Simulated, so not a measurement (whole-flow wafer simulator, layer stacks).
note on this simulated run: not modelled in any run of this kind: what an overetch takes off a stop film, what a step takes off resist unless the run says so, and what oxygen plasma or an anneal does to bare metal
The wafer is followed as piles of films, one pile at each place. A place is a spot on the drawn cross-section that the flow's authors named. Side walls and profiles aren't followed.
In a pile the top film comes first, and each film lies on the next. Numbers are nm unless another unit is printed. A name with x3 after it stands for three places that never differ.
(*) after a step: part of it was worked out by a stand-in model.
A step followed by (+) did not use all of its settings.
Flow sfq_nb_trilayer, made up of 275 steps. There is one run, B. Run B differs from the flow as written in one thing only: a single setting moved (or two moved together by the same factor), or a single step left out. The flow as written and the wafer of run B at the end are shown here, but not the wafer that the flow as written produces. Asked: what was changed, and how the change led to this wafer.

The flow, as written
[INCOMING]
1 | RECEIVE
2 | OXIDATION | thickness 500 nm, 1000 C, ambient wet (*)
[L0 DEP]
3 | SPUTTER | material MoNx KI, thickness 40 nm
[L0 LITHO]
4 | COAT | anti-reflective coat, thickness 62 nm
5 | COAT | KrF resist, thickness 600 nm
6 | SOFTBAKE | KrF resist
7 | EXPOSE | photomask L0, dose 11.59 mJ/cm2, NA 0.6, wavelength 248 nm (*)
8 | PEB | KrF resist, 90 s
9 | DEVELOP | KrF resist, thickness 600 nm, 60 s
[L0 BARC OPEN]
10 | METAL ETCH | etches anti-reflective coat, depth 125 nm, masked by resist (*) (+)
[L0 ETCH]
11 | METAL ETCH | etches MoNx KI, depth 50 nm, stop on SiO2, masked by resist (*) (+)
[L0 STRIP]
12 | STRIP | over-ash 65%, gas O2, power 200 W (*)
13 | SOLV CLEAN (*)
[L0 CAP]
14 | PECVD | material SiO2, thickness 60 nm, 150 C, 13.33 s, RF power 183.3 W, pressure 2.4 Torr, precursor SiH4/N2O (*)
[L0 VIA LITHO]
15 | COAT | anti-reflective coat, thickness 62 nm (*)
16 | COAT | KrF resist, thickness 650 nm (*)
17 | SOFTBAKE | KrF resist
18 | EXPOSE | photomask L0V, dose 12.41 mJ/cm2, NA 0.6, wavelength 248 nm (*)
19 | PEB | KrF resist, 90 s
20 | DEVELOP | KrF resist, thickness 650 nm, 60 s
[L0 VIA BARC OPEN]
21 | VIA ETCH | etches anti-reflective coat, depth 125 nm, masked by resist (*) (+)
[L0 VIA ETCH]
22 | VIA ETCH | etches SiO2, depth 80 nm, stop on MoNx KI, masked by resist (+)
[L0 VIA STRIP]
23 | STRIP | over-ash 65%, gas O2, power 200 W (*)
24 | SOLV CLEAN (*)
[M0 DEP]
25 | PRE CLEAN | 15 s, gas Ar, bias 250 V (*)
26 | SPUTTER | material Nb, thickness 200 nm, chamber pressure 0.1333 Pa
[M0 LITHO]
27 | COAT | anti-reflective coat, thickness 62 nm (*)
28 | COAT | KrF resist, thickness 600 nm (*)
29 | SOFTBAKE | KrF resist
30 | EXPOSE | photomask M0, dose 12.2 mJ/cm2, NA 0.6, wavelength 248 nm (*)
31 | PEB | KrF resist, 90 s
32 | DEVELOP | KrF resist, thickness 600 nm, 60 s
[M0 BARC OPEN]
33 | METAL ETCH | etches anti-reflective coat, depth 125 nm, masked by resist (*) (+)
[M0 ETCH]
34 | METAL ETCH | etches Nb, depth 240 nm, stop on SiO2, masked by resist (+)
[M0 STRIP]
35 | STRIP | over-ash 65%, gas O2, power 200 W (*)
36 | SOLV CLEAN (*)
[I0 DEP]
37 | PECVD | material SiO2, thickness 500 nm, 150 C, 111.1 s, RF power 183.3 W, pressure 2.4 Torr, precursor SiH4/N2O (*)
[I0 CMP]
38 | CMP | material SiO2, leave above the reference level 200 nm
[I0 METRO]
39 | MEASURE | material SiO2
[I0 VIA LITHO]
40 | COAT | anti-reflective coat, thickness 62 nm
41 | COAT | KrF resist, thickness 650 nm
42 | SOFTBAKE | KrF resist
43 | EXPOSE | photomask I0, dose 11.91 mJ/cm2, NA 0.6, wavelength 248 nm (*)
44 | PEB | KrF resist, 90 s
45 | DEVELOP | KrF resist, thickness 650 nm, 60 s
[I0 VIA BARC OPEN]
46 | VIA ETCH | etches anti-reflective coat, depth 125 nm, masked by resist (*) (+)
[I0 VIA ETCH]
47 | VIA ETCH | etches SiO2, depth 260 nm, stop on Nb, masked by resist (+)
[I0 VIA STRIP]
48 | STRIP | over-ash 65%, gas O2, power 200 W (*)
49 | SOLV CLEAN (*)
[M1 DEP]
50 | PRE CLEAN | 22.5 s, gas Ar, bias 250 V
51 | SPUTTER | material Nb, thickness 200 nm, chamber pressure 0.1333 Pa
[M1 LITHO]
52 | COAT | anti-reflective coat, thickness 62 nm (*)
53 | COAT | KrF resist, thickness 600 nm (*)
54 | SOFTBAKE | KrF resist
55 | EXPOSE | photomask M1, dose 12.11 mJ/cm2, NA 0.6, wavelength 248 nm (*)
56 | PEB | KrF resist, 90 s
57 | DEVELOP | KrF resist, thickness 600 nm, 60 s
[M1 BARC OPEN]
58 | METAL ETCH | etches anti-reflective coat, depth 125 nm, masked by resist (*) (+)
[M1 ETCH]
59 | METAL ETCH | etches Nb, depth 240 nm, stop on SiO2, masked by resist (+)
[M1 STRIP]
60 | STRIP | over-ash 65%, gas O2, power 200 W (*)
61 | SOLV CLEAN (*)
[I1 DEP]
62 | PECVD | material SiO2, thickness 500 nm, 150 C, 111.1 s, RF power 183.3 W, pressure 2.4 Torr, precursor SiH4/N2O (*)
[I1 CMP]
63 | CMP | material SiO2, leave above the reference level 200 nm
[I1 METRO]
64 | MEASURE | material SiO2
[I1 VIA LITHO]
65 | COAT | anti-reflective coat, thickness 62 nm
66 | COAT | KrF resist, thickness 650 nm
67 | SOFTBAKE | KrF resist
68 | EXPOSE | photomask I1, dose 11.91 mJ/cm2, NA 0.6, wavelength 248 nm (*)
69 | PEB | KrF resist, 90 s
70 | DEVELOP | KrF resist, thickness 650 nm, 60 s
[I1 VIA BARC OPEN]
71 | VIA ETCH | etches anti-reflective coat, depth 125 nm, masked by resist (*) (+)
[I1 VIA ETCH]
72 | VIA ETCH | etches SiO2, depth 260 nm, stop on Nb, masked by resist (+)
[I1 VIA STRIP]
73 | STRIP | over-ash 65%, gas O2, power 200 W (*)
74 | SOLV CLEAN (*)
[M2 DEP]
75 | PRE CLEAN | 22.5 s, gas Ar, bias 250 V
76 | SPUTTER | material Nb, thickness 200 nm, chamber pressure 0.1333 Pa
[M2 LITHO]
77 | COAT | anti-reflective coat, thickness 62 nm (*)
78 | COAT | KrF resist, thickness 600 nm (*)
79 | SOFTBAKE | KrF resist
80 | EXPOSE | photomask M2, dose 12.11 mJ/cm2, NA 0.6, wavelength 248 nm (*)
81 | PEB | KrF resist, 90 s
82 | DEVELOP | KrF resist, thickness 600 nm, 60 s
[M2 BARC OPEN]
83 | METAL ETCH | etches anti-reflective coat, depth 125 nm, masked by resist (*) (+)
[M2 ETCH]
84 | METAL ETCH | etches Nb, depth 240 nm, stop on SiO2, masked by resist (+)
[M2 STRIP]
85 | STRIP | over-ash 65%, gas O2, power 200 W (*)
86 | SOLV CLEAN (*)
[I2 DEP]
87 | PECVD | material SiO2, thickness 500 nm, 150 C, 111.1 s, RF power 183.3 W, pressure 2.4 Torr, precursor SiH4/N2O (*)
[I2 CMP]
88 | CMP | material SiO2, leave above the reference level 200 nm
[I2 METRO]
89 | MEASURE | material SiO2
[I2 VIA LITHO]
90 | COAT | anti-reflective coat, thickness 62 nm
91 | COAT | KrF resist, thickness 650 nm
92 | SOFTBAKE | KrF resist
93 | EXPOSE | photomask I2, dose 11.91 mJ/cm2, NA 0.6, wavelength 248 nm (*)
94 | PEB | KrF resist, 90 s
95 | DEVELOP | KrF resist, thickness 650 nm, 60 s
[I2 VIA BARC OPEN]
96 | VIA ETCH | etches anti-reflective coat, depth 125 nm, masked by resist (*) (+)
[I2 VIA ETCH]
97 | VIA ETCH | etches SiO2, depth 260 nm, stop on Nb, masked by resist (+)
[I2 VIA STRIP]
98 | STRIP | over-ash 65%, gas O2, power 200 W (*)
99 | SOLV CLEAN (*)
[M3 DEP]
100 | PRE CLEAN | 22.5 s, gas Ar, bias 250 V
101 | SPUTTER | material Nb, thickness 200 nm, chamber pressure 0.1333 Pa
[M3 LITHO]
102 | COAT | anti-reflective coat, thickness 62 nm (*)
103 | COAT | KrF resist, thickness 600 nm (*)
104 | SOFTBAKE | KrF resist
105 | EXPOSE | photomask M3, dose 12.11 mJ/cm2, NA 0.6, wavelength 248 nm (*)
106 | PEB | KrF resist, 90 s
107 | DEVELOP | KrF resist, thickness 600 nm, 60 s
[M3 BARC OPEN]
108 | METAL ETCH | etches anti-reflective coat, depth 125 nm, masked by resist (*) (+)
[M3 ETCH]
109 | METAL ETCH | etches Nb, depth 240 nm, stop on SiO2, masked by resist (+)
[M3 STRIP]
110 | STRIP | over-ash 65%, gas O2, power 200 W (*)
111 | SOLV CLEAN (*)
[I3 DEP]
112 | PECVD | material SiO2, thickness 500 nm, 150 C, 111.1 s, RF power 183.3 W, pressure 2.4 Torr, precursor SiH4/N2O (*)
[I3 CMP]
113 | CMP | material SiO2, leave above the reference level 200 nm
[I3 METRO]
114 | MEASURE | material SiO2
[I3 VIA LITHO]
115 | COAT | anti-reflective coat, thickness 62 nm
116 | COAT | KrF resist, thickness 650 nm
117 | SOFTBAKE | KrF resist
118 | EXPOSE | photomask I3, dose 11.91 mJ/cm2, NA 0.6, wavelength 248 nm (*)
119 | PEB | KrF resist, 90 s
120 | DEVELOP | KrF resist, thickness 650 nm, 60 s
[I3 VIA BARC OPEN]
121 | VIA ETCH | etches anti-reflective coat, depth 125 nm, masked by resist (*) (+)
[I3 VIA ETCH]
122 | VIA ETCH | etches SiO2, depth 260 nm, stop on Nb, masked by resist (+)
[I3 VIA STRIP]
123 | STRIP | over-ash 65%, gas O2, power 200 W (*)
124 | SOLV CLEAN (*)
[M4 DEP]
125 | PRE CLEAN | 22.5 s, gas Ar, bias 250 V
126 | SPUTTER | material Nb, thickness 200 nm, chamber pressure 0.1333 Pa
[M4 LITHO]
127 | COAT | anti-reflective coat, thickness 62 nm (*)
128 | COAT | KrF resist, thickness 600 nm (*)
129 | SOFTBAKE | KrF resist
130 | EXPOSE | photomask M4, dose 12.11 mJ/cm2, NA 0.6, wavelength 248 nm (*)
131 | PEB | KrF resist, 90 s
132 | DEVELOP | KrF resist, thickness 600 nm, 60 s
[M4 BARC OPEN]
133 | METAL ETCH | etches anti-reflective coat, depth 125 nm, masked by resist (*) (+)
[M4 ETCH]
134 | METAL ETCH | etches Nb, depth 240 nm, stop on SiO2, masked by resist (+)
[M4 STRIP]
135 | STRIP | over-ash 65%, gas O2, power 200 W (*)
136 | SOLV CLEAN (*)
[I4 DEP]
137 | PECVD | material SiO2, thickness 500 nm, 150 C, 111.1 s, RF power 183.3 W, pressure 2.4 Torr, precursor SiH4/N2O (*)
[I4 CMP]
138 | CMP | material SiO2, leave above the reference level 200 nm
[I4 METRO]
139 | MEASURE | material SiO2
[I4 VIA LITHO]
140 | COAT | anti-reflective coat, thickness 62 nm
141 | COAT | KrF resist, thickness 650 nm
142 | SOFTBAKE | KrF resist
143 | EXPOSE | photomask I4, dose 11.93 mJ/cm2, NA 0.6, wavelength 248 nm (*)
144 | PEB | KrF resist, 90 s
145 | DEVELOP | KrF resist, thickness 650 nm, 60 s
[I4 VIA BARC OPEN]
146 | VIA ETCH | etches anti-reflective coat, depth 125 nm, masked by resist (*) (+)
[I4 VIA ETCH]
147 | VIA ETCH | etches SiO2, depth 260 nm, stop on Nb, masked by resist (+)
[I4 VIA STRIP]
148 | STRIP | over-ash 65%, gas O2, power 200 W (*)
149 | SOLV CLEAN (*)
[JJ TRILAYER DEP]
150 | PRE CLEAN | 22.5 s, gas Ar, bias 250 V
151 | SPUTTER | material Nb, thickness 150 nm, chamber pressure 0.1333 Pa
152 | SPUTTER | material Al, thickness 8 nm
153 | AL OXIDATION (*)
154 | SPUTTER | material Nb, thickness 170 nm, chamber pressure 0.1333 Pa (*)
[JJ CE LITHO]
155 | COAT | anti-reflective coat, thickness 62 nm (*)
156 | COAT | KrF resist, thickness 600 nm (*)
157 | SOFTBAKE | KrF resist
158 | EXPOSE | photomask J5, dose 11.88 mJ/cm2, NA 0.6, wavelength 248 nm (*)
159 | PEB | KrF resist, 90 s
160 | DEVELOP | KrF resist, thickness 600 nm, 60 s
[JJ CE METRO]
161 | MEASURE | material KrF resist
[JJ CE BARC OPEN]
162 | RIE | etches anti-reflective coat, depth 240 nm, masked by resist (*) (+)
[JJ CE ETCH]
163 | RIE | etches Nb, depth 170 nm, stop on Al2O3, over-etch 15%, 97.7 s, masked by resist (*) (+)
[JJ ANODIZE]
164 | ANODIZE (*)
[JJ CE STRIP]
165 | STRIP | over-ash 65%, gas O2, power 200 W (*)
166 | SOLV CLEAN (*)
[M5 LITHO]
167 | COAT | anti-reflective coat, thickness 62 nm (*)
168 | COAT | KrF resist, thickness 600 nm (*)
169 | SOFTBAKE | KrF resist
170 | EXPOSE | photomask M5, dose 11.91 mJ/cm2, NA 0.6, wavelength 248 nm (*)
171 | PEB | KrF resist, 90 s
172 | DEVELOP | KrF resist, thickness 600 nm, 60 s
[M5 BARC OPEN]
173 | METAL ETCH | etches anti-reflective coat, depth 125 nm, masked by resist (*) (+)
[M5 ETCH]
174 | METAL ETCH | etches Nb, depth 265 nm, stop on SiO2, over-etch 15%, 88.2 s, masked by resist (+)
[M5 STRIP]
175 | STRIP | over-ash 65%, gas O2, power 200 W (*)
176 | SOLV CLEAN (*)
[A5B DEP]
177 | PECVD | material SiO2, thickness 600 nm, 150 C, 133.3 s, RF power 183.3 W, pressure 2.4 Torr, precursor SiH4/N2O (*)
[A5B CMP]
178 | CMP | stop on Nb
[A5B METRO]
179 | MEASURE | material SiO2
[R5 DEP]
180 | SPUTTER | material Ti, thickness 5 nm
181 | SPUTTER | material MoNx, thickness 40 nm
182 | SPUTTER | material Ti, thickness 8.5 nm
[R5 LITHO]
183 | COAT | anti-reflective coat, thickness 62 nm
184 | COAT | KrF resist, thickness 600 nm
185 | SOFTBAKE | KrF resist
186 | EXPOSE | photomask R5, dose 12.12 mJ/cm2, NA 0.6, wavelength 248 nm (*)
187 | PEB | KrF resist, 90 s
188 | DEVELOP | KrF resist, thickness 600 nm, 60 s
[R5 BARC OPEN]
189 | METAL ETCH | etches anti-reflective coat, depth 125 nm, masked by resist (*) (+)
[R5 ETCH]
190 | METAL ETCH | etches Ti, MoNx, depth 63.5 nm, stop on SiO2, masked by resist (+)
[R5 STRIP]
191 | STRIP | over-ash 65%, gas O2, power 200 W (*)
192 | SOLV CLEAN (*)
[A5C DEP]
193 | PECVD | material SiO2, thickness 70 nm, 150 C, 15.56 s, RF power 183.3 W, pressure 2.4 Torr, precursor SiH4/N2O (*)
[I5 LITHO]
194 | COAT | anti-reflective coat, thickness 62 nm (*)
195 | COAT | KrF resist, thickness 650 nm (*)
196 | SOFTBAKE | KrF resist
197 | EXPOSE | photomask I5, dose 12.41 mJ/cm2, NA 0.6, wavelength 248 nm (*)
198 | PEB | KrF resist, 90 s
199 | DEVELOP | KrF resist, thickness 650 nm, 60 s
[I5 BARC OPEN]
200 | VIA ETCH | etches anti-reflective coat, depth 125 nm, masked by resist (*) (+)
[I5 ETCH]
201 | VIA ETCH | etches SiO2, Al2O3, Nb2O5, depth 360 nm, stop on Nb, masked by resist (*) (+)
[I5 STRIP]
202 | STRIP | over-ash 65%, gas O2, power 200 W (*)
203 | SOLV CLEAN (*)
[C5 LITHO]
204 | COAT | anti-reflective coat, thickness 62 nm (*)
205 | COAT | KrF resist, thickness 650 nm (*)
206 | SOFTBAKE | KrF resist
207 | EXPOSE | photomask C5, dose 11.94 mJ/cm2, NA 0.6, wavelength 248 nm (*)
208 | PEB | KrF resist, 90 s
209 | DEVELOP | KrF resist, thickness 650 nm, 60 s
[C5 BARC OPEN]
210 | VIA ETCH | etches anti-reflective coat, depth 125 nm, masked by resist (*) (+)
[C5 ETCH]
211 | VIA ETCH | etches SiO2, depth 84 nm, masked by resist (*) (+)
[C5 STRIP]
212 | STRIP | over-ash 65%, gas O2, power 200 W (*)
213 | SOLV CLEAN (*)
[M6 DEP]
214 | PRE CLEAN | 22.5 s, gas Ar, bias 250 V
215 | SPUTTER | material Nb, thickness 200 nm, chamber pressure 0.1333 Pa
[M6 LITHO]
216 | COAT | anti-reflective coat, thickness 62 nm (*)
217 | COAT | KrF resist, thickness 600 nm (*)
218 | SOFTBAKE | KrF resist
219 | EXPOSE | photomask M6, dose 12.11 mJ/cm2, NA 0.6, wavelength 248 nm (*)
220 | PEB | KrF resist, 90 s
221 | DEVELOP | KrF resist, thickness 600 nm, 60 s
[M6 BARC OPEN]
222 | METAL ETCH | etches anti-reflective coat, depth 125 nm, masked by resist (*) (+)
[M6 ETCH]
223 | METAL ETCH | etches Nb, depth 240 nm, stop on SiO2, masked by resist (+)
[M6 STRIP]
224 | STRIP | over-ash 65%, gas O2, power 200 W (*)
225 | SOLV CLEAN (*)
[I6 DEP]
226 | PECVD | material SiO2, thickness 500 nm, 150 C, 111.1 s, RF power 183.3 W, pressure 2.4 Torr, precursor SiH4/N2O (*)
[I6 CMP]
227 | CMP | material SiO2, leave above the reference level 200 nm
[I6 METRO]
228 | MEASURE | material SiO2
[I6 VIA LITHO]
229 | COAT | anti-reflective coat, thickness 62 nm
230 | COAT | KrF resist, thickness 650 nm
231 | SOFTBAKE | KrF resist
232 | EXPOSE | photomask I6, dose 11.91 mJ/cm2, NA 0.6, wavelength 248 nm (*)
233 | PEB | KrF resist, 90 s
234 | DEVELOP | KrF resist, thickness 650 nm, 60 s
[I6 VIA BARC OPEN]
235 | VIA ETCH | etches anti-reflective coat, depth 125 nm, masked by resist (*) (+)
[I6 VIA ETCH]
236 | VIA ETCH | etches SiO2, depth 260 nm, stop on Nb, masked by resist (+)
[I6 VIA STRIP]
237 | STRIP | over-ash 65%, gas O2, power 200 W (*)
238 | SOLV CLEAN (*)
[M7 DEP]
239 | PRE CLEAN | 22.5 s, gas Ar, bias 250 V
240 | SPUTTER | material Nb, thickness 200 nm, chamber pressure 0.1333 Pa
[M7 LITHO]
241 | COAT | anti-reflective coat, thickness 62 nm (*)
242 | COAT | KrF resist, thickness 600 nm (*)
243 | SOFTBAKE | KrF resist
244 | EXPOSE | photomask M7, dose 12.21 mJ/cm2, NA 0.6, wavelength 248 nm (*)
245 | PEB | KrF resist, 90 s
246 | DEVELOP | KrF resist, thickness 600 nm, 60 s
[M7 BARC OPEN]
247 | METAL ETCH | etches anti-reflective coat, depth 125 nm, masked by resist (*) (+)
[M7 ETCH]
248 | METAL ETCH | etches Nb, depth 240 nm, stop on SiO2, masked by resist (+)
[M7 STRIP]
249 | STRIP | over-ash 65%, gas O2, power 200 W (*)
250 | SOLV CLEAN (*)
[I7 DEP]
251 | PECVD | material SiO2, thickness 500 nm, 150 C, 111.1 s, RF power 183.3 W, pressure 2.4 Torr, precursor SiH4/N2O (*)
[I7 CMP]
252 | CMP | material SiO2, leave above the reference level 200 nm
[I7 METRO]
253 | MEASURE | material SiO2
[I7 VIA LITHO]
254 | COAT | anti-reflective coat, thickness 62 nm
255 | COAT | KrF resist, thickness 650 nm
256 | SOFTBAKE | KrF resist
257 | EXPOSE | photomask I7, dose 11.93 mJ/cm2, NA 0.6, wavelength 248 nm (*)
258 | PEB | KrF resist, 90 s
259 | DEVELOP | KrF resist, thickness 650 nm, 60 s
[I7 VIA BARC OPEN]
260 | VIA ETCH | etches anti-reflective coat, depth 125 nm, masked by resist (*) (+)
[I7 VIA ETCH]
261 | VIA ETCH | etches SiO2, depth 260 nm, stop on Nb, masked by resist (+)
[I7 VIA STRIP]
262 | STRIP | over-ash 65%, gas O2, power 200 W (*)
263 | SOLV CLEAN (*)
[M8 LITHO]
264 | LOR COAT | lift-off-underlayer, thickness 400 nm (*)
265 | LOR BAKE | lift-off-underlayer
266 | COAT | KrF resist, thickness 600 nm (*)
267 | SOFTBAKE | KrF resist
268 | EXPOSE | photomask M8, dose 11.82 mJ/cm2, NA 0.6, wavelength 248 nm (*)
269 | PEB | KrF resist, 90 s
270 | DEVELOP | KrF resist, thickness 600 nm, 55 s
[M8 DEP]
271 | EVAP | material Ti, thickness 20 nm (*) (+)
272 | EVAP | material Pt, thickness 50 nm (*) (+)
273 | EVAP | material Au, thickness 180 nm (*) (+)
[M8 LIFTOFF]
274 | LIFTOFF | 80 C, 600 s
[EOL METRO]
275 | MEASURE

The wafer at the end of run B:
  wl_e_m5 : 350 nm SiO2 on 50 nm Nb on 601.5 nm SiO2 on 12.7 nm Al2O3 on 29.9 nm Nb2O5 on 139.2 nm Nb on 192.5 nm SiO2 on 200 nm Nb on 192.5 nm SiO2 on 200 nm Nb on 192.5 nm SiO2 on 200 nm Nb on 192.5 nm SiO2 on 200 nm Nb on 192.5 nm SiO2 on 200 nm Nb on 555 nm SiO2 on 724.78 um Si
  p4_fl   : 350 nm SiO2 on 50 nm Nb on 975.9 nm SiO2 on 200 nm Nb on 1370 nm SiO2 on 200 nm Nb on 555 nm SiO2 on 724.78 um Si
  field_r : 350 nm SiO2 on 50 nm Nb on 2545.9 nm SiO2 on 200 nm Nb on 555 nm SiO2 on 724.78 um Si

What caused this: step 248, METAL ETCH: depth 150 nm was run, while the flow as written has depth 240 nm.

Step by step, how the change led to this:
  248 | METAL ETCH | etches Nb, depth 240 nm, stop on SiO2, masked by resist (+)
      field_l, field_r, lsp_l and 62 more: Nb loses 150 (in the flow as written it would be: Nb loses 200 (all of it))
      v_sur, via_wl, via_w and 38 more: KrF resist loses 88.2 (in the flow as written it would be: KrF resist loses 141.2)
  249 | STRIP | over-ash 65%, gas O2, power 200 W (*)
      wl_j_sl, wl_jj, wl_j_sr and 14 more: KrF resist loses 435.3 (all of it), anti-reflective coat loses 62 (all of it) (in the flow as written it would be: KrF resist loses 382.4 (all of it), anti-reflective coat loses 62 (all of it))
      lsp_m, ln_m6, lsp_r: KrF resist loses 434.9 (all of it), anti-reflective coat loses 61.8 (all of it) (in the flow as written it would be: KrF resist loses 381.9 (all of it), anti-reflective coat loses 61.8 (all of it))
      (and at 21 other places as well)
  251 | PECVD | material SiO2, thickness 500 nm, 150 C, 111.1 s, RF power 183.3 W, pressure 2.4 Torr, precursor SiH4/N2O (*)
      field_l, p4_fl, p4_fm and 56 more: SiO2 gains 500 (new film) (in the flow as written it would be: SiO2 gains 500)
      field_r, lsp_l: SiO2 gains 483.2 (new film) (in the flow as written it would be: SiO2 gains 477.7)
      (and at 4 other places as well)
  252 | CMP | material SiO2, leave above the reference level 200 nm
      field_l, p4_fl, p4_fm and 56 more: SiO2 loses 150 (in the flow as written it would be: SiO2 loses 100)
      field_r, lsp_l: SiO2 loses 133.2 (in the flow as written it would be: SiO2 loses 77.7)
      (and at 2 other places as well)
With metal films that touch counted as one body, wl_e_m5 has 7 bodies (between them, from the top down: SiO2 601.5 / Al2O3 12.7 / Nb2O5 29.9; SiO2 192.5; SiO2 192.5; SiO2 192.5; SiO2 192.5; SiO2 192.5); the flow as written gives 6 bodies (between them, from the top down: SiO2 192.5; SiO2 192.5; SiO2 192.5; SiO2 192.5; SiO2 192.5).
With metal films that touch counted as one body, p4_fl has 3 bodies (between them, from the top down: SiO2 975.9; SiO2 1370); the flow as written gives 2 bodies (between them, from the top down: SiO2 1370).
With metal films that touch counted as one body, field_r has 2 bodies (between them, from the top down: SiO2 2545.9); the flow as written gives 1 body.
